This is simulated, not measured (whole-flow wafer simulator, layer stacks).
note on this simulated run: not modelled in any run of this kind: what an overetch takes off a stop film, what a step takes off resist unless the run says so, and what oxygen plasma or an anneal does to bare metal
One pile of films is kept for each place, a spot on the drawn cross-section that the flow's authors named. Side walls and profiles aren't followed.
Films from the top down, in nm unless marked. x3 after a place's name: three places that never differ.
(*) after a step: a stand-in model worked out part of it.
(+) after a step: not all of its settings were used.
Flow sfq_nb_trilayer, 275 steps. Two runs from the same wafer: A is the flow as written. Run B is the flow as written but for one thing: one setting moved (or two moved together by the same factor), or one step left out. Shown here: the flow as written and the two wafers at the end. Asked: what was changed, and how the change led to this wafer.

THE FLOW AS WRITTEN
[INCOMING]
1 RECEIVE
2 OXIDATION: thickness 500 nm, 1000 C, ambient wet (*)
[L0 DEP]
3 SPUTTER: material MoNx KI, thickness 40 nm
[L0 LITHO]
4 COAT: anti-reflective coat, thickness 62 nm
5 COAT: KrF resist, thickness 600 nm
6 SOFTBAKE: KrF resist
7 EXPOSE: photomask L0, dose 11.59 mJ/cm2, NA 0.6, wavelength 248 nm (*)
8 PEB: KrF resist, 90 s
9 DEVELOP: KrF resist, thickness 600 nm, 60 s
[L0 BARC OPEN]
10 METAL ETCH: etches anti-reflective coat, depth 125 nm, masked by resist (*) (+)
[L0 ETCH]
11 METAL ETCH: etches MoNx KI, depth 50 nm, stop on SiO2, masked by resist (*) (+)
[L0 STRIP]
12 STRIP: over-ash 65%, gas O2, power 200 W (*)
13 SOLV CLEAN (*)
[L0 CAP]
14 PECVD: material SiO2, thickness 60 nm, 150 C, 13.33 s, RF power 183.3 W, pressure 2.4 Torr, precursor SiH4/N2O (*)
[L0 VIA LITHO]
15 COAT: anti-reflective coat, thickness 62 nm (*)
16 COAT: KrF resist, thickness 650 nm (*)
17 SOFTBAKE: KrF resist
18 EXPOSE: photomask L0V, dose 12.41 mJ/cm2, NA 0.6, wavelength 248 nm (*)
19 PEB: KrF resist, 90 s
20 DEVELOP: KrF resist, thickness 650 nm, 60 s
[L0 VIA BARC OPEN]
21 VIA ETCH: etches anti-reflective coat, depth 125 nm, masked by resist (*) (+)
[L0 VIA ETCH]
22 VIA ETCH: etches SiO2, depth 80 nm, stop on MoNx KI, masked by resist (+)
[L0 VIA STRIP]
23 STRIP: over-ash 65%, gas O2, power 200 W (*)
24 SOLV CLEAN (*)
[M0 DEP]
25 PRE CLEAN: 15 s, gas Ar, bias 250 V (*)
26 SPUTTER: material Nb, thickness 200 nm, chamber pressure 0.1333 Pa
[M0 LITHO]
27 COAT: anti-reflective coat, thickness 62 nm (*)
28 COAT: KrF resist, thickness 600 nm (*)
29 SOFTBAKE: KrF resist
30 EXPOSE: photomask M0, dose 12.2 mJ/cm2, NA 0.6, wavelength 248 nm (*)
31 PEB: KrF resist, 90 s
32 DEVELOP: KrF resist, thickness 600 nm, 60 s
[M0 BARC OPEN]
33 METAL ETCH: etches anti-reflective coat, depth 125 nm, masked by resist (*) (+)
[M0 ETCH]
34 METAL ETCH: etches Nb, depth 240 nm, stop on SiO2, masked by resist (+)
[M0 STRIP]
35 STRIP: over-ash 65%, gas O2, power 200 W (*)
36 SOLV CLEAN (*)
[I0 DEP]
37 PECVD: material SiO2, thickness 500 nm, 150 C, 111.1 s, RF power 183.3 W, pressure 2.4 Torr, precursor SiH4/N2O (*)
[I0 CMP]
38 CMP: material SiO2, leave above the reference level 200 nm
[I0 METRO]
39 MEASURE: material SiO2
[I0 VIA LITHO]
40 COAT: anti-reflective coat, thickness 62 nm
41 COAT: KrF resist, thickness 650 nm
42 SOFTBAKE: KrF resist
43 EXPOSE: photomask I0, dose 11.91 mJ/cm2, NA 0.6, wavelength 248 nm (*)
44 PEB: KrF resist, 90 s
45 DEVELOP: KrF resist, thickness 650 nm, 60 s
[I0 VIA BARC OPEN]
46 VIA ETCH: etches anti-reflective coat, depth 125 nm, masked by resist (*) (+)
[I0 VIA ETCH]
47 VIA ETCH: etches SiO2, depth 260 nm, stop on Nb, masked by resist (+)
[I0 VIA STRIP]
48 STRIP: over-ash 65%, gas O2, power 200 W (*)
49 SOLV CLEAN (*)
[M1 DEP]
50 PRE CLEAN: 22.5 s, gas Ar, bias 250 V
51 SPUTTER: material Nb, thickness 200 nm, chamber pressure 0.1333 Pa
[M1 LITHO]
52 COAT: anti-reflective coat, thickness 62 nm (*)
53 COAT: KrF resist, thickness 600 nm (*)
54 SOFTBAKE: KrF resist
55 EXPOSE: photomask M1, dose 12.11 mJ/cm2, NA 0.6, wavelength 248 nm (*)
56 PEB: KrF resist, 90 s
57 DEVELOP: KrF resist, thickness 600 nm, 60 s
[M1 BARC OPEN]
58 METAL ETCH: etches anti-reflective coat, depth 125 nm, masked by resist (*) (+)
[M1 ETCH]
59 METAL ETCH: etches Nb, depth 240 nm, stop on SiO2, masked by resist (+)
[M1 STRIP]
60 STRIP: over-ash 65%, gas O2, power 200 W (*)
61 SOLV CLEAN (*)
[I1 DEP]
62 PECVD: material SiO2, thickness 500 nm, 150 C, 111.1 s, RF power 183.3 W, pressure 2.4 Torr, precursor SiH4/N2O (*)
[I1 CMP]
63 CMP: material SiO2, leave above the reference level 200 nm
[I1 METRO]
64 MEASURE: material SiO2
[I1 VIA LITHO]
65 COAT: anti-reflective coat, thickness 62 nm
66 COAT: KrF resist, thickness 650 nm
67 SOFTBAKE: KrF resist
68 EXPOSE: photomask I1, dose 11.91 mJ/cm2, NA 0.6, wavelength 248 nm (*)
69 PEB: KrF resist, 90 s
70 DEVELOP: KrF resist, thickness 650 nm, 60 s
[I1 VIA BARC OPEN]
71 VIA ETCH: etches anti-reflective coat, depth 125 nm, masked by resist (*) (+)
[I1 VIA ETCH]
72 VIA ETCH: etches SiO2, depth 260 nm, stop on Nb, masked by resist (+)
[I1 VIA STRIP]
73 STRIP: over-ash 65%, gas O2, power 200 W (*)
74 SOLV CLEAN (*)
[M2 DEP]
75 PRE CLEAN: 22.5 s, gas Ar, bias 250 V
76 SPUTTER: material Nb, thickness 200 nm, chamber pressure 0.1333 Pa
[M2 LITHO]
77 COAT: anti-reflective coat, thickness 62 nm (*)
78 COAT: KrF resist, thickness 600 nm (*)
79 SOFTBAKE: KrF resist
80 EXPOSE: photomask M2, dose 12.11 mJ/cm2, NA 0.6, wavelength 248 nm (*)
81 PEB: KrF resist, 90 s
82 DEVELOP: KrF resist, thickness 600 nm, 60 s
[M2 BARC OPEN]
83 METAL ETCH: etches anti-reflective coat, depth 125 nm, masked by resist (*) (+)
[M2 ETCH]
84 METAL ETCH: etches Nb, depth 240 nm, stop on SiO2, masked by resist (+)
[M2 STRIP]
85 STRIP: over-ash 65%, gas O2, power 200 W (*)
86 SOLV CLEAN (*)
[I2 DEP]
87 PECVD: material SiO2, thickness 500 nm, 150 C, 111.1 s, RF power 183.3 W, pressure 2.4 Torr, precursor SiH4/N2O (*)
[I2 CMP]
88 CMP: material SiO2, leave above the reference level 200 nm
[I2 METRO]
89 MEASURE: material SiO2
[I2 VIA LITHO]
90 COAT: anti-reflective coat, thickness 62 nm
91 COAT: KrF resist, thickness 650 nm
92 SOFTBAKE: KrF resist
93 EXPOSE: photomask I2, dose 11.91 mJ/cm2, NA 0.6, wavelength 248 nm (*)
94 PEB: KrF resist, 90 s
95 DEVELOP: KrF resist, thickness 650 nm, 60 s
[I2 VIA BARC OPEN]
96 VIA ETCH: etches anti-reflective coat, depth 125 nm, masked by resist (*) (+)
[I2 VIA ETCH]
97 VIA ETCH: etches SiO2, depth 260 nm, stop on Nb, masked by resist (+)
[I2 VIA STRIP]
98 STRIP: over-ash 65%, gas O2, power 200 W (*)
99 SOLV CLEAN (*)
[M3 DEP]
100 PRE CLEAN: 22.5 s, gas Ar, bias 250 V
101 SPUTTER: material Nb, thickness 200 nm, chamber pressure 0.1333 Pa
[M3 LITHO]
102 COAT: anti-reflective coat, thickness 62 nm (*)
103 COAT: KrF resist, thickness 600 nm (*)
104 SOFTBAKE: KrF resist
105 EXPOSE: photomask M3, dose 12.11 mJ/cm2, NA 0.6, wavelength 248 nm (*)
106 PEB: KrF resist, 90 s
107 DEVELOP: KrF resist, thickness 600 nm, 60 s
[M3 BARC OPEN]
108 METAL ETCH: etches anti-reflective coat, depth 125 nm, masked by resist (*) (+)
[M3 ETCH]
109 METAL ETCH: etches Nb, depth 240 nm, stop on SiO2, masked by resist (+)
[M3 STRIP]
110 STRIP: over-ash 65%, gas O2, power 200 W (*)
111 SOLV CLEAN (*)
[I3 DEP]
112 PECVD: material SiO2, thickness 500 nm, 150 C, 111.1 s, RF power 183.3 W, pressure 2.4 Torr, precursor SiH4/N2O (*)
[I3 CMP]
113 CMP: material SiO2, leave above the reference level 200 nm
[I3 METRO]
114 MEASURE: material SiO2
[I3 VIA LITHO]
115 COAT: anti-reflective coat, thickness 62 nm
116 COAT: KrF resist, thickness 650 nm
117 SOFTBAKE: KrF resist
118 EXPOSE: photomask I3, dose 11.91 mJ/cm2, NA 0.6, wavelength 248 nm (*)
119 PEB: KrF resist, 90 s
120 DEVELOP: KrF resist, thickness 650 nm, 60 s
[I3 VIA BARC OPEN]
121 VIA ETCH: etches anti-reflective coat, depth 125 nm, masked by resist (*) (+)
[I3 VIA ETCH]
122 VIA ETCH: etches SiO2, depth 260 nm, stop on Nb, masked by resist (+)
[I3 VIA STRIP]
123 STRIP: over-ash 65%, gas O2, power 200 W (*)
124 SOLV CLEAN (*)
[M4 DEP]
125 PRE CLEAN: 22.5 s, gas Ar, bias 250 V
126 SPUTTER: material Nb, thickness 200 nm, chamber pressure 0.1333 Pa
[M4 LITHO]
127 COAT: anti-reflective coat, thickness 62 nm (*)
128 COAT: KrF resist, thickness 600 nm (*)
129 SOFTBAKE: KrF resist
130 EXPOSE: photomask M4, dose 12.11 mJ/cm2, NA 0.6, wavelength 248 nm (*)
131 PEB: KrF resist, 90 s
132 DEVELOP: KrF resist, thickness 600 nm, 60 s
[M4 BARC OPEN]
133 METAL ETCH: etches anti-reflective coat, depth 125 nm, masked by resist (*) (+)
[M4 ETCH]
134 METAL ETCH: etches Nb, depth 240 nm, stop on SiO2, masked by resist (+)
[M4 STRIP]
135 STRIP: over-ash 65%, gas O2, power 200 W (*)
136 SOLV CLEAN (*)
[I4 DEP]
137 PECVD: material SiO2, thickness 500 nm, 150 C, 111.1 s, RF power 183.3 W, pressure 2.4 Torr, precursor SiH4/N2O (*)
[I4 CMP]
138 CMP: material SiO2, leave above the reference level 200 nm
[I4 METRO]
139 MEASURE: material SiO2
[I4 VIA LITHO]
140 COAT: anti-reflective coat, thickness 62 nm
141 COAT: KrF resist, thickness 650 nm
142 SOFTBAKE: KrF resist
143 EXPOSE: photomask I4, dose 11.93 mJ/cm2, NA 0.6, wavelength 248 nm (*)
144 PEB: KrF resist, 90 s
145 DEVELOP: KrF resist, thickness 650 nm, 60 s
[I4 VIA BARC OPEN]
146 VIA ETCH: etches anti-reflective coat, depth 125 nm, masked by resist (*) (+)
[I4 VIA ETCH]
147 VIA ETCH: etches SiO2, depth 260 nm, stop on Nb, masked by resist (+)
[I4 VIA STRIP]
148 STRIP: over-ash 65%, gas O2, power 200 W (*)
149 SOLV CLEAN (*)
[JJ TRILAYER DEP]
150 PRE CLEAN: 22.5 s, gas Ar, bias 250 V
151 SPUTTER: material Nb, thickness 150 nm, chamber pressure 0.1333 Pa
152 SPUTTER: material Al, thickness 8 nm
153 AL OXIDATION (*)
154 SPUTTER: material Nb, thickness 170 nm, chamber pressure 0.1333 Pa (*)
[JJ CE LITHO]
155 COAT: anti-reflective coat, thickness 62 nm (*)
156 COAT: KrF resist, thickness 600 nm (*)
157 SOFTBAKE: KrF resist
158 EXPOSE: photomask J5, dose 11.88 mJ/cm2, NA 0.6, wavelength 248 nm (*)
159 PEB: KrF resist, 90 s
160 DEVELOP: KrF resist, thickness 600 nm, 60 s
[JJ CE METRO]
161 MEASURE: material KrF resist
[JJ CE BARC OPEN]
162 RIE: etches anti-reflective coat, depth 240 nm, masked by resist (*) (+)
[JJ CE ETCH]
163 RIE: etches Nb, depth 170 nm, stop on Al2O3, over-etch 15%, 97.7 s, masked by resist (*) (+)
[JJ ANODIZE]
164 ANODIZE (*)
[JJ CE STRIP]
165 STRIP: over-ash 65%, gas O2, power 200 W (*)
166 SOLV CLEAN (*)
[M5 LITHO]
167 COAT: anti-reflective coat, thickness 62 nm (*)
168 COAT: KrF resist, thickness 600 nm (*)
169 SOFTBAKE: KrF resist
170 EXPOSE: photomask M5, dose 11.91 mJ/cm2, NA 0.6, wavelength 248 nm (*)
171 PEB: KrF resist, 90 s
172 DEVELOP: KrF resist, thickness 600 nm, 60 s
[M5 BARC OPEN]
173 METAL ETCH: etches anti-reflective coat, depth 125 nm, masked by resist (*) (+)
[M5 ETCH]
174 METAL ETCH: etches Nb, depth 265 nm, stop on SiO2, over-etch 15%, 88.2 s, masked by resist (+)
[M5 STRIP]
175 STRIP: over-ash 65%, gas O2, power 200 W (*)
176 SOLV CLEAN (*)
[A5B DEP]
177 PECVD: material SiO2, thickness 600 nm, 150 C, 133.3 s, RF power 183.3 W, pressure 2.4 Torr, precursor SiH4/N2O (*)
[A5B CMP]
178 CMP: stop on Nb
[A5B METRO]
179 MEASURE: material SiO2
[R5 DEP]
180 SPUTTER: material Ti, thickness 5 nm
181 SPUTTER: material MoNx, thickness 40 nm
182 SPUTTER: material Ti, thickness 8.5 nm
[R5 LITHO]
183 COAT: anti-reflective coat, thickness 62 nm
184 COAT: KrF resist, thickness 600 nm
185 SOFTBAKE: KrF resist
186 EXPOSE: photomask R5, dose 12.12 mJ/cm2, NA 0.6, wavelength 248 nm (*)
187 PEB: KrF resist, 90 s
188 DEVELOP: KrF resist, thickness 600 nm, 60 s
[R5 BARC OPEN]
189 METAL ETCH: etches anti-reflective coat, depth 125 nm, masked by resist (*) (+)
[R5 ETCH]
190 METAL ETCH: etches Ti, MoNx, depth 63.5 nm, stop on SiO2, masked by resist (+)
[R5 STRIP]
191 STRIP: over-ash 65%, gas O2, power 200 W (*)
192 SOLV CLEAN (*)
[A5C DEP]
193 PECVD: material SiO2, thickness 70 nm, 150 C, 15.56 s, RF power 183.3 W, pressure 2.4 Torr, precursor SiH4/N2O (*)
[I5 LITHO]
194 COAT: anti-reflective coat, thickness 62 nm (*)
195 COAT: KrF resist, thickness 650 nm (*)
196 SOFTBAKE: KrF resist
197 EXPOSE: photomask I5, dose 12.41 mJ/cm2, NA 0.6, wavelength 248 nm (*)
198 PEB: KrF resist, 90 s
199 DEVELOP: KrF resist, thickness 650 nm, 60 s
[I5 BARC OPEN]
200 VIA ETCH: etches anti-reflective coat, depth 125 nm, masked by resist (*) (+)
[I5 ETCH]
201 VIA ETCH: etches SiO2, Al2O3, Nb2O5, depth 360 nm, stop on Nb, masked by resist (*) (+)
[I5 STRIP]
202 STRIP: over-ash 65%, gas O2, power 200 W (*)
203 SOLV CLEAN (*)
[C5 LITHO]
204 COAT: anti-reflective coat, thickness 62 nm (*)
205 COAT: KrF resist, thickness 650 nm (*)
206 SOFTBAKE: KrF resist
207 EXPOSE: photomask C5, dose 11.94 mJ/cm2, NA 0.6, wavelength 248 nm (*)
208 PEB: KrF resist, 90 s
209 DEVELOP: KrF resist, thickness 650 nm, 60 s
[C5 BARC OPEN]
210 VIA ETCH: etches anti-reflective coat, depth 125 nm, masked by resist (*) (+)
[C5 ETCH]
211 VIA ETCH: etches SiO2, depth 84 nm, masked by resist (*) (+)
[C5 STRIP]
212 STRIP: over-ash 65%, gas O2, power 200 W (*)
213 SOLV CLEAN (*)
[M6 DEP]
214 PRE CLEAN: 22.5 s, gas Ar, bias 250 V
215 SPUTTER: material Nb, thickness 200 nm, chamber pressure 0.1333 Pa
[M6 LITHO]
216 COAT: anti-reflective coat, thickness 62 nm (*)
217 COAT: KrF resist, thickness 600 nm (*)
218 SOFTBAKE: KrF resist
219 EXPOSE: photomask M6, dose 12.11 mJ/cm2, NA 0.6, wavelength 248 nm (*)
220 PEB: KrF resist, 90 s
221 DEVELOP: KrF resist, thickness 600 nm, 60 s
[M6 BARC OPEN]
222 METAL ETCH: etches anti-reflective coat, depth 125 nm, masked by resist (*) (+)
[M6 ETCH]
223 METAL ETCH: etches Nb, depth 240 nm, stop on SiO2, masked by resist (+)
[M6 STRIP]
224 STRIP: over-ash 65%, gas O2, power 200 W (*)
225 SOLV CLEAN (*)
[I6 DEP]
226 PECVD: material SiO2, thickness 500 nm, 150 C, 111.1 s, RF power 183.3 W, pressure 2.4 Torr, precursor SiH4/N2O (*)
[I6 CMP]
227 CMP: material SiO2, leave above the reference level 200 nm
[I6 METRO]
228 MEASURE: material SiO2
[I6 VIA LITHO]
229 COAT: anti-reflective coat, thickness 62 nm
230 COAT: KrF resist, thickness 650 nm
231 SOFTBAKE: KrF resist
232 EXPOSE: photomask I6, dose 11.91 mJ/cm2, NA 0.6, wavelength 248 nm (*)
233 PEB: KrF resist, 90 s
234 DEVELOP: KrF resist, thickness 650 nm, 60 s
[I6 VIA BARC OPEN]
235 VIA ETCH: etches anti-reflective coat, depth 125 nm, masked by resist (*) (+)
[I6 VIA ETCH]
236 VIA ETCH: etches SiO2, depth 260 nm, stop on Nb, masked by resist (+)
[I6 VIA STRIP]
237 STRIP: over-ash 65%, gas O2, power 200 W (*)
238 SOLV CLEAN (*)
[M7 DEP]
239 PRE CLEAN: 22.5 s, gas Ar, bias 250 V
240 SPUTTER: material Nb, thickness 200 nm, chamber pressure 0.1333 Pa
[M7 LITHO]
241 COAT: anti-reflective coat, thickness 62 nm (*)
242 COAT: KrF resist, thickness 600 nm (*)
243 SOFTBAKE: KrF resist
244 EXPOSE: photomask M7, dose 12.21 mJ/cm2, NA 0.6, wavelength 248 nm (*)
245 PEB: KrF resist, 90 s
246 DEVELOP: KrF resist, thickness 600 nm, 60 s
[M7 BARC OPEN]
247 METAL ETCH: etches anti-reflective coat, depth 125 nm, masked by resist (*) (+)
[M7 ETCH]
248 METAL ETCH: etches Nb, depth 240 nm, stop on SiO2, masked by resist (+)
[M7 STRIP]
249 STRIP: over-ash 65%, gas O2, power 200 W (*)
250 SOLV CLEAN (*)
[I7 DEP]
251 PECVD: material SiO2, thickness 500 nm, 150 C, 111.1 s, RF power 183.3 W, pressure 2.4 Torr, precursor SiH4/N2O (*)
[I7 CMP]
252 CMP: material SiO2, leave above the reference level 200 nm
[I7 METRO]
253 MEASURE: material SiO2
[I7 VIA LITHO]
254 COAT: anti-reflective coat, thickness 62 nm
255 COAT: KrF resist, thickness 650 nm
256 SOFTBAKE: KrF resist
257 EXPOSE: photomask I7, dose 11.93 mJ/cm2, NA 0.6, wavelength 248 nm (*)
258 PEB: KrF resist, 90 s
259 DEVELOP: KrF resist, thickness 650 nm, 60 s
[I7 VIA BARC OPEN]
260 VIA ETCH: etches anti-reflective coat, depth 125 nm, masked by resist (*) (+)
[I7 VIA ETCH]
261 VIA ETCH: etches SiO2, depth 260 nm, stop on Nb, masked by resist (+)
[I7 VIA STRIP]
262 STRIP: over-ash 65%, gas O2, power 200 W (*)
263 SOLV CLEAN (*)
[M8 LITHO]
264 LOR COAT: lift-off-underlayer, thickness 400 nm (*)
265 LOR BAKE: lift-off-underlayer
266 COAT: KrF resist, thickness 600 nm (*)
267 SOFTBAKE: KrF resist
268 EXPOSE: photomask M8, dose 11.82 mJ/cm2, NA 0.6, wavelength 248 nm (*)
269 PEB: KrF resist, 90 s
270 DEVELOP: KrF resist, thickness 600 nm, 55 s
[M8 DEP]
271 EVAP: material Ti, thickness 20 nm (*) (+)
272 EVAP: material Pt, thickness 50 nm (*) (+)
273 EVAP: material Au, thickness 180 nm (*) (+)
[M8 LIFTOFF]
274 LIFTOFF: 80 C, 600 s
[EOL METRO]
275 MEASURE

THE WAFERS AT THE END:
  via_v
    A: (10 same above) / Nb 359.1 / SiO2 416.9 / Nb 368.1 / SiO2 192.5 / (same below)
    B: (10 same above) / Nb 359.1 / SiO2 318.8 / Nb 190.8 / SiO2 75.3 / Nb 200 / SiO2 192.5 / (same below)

The cause: step 72, VIA ETCH: depth 117 nm was run, where the flow has depth 260 nm.

How the change led to this, step by step:
  72 VIA ETCH: etches SiO2, depth 260 nm, stop on Nb, masked by resist (+)
      via_v: A SiO2 -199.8 (all of it) | B SiO2 -117
      field_l, v_sur, via_wl and 102 more: A KrF resist -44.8 | B KrF resist -20.2
  73 STRIP: over-ash 65%, gas O2, power 200 W (*)
      field_l, v_sur, via_wl and 102 more: A KrF resist -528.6 (all of it), anti-reflective coat -62 (all of it) | B KrF resist -553.3 (all of it), anti-reflective coat -62 (all of it)
  75 PRE CLEAN: 22.5 s, gas Ar, bias 250 V
      via_v: A Nb -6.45 | B SiO2 -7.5
  76 SPUTTER: material Nb, thickness 200 nm, chamber pressure 0.1333 Pa
      via_v: A Nb +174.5 | B Nb +190.8 (new film)
  77 COAT: anti-reflective coat, thickness 62 nm (*)
      via_sp: A anti-reflective coat +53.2 (new film) | B anti-reflective coat +54.9 (new film)
      via_v: A anti-reflective coat +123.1 (new film) | B anti-reflective coat +104.7 (new film)
      (and at 1 more place)
  78 COAT: KrF resist, thickness 600 nm (*)
      via_v: A KrF resist +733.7 (new film) | B KrF resist +667.3 (new film)
  85 STRIP: over-ash 65%, gas O2, power 200 W (*)
      via_sp: A KrF resist -374.4 (all of it), anti-reflective coat -53.2 (all of it) | B KrF resist -379.8 (all of it), anti-reflective coat -54.9 (all of it)
      via_v: A KrF resist -515.8 (all of it), anti-reflective coat -123.1 (all of it) | B KrF resist -449.5 (all of it), anti-reflective coat -104.7 (all of it)
      (and at 1 more place)
  87 PECVD: material SiO2, thickness 500 nm, 150 C, 111.1 s, RF power 183.3 W, pressure 2.4 Torr, precursor SiH4/N2O (*)
      via_v: A SiO2 +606 (new film) | B SiO2 +500 (new film)
  88 CMP: material SiO2, leave above the reference level 200 nm
      via_v: A SiO2 -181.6 | B SiO2 -173.7
Counting metal films that touch as one body, via_v has 7 bodies (between them, from the top down: SiO2 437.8; SiO2 209 / Al2O3 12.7 / Nb2O5 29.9; SiO2 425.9; SiO2 318.8; SiO2 75.3; SiO2 192.5); the flow as written gives 6 bodies (between them, from the top down: SiO2 437.8; SiO2 209 / Al2O3 12.7 / Nb2O5 29.9; SiO2 425.9; SiO2 416.9; SiO2 192.5).
